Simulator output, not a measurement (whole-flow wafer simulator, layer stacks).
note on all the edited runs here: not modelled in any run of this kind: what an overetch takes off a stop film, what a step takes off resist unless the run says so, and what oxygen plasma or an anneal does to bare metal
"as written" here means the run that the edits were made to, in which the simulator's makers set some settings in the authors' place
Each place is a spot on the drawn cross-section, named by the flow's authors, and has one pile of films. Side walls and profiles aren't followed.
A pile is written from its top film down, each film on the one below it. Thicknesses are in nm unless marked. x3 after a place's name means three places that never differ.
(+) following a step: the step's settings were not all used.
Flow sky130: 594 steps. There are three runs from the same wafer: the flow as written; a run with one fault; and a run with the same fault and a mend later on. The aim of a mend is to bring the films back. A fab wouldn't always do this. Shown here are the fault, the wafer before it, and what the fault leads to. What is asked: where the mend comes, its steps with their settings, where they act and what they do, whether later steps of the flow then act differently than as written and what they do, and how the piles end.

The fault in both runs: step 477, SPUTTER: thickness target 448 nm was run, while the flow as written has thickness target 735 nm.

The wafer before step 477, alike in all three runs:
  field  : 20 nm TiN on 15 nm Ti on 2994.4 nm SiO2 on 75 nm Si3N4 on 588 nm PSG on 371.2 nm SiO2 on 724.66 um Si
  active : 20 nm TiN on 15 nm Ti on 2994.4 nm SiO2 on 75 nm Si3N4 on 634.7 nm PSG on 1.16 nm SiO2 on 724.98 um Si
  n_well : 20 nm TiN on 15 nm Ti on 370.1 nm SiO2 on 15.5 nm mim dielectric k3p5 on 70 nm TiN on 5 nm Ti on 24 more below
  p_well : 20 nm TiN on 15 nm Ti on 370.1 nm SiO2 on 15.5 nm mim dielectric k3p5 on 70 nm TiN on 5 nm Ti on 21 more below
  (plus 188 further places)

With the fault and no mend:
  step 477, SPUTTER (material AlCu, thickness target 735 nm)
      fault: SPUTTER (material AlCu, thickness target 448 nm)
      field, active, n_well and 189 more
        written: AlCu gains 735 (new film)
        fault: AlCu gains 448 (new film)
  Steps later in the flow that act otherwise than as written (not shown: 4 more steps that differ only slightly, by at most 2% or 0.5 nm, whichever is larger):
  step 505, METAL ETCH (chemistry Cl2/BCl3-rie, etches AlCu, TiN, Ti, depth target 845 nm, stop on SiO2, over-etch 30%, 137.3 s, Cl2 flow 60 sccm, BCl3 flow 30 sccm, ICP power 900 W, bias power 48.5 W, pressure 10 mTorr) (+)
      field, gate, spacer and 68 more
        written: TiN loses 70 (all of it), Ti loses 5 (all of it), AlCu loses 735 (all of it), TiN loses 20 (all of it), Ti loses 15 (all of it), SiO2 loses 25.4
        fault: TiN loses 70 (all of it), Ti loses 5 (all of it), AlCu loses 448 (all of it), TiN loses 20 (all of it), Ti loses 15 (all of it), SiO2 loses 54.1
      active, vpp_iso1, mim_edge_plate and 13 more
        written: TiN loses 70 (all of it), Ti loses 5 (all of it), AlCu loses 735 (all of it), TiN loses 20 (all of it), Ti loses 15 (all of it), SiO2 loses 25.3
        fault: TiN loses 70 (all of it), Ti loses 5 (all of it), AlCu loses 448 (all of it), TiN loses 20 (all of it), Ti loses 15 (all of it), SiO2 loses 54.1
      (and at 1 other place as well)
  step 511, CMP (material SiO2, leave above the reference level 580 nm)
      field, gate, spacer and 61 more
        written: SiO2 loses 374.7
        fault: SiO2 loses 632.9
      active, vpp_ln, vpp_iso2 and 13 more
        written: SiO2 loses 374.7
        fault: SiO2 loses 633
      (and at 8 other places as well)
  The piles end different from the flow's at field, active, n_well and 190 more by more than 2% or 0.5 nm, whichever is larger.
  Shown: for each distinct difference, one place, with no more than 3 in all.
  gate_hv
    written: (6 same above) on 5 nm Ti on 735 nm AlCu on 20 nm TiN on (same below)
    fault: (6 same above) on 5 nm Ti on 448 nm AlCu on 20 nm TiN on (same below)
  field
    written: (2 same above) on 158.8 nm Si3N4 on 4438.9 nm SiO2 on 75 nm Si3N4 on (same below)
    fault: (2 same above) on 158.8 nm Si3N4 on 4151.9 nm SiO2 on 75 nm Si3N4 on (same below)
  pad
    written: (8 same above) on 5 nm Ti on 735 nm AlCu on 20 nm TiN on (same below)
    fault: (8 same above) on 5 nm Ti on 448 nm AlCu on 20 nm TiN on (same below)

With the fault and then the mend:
  The mend follows step 477.
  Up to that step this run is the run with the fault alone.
  step 477a, SPUTTER (material AlCu, thickness target 287 nm) (the flow's step 477, run once more with other settings)
      field, active, n_well and 189 more
        AlCu gains 287
  Later steps of the flow that are run all act as written at every place that is followed.
  By the end, the piles equal the flow's at every place that both follow.
